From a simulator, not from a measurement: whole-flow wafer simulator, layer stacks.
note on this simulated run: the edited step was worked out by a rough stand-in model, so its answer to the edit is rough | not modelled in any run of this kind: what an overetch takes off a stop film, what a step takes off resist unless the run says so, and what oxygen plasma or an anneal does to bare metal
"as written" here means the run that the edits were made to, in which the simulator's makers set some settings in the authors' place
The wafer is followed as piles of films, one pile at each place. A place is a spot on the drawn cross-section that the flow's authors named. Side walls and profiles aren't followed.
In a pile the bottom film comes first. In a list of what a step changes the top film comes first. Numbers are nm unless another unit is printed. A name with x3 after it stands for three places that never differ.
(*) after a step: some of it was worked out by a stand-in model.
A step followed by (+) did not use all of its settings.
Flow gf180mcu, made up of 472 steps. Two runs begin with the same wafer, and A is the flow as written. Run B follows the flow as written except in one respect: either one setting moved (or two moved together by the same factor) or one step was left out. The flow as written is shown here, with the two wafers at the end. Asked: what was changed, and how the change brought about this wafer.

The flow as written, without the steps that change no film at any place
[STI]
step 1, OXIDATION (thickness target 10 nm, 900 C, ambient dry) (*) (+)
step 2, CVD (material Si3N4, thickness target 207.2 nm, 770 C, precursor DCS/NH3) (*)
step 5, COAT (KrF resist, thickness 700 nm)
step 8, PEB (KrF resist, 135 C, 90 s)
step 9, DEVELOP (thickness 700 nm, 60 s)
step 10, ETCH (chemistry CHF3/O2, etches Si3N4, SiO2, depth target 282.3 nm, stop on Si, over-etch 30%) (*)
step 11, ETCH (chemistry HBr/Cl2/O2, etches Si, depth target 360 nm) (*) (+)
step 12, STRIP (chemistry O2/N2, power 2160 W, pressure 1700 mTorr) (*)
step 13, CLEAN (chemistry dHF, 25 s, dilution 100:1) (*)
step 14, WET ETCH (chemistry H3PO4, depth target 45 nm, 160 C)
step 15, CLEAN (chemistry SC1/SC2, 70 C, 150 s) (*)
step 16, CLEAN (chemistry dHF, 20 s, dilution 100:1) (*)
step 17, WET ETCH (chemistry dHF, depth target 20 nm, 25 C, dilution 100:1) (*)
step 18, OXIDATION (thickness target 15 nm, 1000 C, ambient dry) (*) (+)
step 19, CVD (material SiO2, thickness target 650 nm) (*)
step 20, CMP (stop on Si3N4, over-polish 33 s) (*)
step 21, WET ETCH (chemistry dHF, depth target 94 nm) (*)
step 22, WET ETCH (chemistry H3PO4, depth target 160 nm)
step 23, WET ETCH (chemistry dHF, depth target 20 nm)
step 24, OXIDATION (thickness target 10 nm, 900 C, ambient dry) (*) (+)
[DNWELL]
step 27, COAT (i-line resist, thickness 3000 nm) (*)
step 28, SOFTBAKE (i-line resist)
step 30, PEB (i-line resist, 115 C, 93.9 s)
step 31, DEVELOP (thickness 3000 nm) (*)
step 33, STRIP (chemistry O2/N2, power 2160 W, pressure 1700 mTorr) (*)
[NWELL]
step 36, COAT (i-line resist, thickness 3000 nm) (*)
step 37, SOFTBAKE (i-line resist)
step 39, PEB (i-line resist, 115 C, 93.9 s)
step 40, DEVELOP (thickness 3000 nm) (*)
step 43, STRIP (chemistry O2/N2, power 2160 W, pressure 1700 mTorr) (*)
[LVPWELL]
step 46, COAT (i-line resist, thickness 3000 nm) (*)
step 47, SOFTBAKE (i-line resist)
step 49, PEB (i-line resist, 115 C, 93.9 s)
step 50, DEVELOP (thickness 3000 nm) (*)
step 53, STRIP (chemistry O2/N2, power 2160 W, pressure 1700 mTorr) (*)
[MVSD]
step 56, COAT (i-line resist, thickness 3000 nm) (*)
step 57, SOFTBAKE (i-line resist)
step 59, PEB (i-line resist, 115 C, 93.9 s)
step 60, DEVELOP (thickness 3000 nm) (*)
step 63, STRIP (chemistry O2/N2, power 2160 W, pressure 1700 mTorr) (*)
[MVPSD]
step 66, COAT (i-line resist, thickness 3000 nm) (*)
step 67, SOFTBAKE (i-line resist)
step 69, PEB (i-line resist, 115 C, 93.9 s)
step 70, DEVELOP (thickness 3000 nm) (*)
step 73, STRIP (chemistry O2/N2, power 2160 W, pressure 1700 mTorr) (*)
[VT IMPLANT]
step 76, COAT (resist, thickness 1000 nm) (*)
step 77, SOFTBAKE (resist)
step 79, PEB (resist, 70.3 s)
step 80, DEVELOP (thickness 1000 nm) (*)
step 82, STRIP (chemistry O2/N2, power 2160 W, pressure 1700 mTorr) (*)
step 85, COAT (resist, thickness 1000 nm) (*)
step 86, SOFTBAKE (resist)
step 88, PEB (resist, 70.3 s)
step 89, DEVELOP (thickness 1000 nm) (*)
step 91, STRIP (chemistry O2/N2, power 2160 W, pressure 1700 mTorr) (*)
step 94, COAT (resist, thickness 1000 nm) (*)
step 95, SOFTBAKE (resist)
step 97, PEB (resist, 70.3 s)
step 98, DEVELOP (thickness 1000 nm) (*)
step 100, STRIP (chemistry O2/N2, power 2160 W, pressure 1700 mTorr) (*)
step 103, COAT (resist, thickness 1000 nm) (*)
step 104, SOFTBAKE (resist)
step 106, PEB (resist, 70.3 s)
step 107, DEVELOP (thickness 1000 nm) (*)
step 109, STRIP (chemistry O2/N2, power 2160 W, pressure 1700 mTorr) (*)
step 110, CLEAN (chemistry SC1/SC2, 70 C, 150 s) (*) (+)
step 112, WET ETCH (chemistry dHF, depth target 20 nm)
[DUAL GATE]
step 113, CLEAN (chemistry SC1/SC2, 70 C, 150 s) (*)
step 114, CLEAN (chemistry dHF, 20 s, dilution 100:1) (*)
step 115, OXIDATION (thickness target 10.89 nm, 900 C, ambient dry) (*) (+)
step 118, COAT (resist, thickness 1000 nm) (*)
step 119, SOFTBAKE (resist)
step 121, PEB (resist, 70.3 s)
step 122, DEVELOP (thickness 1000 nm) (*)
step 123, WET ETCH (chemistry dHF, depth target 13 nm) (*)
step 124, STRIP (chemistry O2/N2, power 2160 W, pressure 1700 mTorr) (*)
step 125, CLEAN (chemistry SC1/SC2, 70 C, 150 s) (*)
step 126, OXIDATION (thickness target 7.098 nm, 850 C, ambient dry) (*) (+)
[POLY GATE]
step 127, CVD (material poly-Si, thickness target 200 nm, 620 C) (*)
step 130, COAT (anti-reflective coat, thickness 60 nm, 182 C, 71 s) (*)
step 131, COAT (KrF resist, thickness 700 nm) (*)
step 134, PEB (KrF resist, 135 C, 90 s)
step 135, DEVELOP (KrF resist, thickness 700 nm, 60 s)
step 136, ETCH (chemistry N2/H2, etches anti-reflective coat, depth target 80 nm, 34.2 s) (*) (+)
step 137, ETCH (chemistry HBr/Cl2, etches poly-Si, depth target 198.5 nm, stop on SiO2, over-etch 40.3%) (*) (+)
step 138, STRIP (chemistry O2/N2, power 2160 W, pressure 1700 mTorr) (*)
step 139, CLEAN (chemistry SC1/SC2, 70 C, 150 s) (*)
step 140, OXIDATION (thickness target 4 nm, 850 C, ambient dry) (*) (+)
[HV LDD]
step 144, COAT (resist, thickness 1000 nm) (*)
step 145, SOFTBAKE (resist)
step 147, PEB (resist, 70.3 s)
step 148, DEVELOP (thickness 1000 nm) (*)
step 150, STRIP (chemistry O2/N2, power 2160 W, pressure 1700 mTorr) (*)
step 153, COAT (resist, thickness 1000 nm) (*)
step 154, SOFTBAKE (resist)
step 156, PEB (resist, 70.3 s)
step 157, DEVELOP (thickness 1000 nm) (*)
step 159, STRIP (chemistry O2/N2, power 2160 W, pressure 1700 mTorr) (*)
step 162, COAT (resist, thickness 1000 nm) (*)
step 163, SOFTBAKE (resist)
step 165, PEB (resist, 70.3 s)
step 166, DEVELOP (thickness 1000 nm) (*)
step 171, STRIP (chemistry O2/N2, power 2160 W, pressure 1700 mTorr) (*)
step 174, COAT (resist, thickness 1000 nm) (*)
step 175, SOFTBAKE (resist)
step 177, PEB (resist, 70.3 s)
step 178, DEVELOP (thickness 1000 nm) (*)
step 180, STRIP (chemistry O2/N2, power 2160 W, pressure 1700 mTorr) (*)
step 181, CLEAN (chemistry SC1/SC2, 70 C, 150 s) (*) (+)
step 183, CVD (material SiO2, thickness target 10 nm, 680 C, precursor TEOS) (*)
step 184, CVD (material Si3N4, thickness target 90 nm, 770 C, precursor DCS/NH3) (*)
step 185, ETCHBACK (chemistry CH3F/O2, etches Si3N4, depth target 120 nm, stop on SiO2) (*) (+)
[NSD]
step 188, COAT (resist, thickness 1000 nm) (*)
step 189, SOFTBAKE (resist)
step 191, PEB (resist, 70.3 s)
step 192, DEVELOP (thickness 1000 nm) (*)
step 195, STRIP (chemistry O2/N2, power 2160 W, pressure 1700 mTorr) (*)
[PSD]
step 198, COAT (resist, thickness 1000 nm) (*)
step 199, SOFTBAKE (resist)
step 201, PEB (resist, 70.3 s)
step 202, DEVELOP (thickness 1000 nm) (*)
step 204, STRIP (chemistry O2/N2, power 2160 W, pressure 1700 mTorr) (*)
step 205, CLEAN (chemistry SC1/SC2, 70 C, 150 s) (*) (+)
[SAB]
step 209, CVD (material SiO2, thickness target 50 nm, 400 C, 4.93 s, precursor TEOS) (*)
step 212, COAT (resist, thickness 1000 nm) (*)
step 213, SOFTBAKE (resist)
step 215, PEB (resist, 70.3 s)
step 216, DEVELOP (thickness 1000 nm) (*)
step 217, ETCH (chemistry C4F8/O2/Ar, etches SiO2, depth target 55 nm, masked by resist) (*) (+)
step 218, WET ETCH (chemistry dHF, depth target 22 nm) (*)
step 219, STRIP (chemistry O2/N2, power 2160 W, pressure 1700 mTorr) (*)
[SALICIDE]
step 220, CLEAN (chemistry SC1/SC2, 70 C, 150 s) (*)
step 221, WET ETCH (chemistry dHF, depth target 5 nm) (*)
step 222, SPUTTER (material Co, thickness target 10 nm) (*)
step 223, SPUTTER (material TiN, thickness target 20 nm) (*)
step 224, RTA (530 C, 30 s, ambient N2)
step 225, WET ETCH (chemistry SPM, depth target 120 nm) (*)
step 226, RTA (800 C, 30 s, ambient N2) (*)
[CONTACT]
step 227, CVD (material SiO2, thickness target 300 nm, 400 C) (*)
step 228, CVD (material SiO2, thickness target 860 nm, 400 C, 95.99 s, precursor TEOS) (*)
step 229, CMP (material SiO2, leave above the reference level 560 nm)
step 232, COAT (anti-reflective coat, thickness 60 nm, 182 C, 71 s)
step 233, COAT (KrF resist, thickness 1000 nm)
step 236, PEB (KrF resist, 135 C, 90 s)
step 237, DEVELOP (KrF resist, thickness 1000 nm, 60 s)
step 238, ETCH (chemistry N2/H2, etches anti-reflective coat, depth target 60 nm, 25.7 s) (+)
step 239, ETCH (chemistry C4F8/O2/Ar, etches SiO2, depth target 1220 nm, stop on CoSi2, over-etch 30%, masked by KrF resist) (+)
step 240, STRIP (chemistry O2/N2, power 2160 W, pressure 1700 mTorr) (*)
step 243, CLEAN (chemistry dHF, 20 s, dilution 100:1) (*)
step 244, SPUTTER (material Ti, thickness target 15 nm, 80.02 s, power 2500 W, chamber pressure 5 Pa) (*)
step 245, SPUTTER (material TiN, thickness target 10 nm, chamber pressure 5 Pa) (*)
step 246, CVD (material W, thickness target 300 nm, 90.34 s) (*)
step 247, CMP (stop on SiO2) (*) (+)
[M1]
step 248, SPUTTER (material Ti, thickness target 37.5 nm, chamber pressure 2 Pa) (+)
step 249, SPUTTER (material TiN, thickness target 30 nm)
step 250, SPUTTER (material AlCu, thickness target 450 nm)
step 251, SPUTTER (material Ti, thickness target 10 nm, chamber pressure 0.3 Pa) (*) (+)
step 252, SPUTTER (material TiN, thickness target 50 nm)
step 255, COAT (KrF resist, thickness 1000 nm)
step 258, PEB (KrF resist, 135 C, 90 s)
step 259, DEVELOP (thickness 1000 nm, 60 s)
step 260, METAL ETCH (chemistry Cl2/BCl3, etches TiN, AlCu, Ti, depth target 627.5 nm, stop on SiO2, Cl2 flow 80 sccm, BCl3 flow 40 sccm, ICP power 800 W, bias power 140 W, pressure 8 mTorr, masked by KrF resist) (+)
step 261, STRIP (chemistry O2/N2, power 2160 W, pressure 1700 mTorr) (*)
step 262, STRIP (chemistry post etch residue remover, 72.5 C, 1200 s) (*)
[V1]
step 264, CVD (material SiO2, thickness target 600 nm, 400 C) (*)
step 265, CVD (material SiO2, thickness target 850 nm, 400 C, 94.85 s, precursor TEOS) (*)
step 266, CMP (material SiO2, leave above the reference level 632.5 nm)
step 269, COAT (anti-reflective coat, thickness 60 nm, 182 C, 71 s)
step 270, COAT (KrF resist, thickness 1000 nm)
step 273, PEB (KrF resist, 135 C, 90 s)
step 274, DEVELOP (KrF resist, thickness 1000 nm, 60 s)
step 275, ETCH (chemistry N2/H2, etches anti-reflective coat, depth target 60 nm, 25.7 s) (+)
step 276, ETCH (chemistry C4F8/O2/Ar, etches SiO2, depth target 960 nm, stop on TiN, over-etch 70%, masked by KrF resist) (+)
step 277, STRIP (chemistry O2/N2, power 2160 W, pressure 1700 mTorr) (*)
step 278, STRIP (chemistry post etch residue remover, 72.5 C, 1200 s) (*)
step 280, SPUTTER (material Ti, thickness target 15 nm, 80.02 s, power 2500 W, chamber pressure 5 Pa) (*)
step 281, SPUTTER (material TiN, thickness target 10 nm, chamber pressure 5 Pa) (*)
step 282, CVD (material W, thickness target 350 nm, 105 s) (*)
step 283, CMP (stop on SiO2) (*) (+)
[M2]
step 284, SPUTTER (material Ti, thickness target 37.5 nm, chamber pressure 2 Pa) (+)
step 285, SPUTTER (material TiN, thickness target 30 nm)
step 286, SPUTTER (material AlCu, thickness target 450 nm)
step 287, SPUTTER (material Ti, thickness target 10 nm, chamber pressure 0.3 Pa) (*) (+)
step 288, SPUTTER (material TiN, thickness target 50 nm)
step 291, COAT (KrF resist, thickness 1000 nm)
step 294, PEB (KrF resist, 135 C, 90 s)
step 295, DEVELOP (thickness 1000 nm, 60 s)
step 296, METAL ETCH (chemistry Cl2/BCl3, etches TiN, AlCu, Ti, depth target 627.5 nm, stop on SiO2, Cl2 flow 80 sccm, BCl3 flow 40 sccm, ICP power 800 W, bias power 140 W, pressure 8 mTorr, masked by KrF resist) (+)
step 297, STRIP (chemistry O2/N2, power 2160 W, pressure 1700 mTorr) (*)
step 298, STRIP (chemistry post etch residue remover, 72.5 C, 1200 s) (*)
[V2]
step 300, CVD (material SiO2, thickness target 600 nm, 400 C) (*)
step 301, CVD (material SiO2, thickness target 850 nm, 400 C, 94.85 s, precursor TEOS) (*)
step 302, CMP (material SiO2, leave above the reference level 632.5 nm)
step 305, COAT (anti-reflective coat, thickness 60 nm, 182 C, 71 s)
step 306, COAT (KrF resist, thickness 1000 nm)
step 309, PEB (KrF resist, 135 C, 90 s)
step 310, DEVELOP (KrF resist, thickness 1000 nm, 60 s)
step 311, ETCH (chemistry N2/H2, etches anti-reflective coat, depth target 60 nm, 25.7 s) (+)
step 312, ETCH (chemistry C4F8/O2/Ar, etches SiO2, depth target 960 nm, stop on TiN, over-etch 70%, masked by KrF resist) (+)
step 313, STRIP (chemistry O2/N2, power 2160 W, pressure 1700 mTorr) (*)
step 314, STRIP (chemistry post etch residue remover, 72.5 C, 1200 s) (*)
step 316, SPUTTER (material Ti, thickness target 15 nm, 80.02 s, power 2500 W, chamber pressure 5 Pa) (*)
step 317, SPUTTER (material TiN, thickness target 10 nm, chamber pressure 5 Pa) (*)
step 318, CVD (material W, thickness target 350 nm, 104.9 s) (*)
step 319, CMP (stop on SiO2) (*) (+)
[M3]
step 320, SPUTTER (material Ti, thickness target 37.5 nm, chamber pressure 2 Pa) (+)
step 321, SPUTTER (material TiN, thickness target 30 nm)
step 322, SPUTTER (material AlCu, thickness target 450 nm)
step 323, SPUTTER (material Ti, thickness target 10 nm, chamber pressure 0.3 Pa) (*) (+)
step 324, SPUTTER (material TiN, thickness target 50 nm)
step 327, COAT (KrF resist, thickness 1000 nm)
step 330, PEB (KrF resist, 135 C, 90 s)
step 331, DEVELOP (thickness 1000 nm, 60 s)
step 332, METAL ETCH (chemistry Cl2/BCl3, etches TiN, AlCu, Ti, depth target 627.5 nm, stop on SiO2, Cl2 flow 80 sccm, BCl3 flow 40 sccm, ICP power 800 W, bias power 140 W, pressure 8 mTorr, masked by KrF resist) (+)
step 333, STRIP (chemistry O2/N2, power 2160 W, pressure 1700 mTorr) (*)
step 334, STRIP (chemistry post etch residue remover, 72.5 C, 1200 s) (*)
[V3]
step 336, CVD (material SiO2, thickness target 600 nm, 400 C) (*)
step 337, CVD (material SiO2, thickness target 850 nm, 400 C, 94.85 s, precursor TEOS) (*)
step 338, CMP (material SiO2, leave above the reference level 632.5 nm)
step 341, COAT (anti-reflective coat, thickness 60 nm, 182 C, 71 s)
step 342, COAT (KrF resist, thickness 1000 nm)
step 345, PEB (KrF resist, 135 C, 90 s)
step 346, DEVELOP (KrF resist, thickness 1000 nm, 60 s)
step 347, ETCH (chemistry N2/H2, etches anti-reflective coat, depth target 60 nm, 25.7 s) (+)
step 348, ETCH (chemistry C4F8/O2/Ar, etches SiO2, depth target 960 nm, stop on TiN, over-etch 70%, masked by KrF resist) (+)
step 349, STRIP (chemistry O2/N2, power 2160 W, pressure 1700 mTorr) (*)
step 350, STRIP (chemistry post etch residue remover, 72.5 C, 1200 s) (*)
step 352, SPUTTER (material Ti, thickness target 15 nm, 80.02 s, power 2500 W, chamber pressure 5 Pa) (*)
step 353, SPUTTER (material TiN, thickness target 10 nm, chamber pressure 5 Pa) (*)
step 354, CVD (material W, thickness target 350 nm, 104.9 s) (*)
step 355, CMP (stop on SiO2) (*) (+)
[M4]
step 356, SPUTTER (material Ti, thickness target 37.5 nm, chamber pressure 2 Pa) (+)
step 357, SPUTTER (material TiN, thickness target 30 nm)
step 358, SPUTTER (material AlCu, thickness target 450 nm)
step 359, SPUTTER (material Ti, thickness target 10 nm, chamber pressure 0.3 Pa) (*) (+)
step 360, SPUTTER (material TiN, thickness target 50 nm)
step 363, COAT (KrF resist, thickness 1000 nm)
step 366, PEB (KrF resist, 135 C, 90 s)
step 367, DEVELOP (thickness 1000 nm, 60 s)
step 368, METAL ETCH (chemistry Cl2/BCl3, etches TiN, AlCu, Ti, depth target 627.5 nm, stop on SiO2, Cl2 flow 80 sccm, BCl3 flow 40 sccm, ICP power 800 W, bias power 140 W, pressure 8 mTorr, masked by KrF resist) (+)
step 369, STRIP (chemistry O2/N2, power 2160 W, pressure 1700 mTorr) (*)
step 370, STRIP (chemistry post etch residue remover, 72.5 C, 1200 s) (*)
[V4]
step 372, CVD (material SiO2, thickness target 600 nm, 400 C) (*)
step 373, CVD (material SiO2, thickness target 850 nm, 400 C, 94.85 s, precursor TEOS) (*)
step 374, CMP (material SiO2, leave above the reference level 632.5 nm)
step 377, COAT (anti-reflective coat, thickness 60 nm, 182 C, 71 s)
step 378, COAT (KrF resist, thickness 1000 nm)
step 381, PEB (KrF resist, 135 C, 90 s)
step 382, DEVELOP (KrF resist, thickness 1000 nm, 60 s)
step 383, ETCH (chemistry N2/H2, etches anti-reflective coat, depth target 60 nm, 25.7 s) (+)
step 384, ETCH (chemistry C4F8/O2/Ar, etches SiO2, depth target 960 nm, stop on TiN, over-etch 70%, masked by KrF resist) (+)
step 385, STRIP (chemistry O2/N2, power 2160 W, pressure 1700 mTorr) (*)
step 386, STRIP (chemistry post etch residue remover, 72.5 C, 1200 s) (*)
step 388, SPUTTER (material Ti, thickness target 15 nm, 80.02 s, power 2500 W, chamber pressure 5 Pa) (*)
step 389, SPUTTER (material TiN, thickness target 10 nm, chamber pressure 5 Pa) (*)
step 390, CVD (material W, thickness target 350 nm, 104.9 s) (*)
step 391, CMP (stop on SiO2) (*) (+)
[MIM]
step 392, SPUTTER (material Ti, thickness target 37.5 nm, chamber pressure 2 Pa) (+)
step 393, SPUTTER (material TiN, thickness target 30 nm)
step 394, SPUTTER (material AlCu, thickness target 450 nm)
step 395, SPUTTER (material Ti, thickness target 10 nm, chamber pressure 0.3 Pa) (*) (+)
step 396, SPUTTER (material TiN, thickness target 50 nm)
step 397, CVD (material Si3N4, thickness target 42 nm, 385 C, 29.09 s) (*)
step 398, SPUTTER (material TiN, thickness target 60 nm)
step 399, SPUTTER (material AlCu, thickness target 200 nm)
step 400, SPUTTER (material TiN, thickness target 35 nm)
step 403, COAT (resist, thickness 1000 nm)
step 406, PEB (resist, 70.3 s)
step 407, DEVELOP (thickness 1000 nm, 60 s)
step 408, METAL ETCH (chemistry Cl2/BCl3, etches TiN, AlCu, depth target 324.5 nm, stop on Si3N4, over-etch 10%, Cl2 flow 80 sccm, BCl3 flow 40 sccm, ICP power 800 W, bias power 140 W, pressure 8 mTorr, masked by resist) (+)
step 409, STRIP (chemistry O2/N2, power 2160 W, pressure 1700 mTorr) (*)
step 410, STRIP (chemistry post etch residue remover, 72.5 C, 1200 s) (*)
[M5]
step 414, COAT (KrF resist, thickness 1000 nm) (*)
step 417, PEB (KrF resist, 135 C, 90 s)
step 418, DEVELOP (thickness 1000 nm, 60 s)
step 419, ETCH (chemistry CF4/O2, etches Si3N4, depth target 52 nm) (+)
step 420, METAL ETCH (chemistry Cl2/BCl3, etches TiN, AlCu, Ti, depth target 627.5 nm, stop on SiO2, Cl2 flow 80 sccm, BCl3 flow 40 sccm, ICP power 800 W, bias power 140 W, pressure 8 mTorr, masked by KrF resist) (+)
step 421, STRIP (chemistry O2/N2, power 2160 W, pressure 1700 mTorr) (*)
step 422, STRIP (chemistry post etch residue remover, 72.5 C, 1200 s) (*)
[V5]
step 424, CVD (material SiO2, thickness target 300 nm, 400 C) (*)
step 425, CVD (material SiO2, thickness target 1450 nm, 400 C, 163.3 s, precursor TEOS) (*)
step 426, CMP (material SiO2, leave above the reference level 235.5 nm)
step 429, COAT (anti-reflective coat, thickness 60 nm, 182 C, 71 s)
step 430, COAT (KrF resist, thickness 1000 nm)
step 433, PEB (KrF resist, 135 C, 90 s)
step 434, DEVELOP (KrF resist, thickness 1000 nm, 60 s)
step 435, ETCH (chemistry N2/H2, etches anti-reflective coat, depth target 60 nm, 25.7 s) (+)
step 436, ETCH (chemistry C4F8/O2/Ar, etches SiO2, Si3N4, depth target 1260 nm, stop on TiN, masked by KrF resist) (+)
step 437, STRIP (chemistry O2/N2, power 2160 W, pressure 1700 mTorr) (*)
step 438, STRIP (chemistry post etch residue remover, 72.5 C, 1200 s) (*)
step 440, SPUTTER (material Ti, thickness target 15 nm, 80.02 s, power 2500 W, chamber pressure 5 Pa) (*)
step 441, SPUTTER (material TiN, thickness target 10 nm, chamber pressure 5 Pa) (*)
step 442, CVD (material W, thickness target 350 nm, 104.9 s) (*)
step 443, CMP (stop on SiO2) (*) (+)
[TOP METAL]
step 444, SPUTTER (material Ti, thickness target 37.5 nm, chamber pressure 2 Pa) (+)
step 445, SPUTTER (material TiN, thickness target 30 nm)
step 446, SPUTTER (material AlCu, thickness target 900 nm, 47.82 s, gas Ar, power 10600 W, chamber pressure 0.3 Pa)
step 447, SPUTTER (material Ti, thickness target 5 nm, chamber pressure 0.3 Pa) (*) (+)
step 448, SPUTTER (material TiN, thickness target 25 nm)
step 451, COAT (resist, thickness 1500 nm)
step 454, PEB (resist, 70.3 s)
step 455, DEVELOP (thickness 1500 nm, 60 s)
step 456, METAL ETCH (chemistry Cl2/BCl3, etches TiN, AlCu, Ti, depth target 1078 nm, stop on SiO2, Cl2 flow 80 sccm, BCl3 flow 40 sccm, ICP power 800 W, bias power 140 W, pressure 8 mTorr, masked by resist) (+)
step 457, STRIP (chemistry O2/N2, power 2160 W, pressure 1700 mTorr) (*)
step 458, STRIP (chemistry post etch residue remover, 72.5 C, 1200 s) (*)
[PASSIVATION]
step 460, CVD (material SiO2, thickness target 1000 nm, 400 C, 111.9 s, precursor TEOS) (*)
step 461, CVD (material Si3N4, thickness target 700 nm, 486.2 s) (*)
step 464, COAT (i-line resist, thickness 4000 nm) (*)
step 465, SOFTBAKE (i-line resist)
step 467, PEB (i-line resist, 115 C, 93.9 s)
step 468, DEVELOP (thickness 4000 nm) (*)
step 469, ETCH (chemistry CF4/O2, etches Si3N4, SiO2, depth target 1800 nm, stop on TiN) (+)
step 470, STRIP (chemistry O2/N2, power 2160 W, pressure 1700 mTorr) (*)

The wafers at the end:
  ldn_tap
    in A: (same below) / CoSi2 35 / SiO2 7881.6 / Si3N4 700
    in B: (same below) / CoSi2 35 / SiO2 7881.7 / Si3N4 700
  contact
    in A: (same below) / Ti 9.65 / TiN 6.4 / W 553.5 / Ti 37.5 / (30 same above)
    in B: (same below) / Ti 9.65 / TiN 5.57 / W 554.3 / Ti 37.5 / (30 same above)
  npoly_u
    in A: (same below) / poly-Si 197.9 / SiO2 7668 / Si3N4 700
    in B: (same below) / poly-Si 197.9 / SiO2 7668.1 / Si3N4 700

The reason: step 317, SPUTTER: thickness target 8.7 nm was run, while the flow as written has thickness target 10 nm.

Step by step, how the change led to this:
  step 317, SPUTTER (material TiN, thickness target 10 nm, chamber pressure 5 Pa) (*)
      field, field__w1, field__w2 and 107 more: A +10 TiN (new film) | B +8.7 TiN (new film)
      contact: A +6.4 TiN (new film) | B +5.57 TiN (new film)
  step 319, CMP (stop on SiO2) (*) (+)
      field, field__w1, field__w2 and 107 more: A -350 W (all of it), -10 TiN (all of it), -15 Ti (all of it), -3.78 SiO2 | B -350 W (all of it), -8.7 TiN (all of it), -15 Ti (all of it), -3.77 SiO2
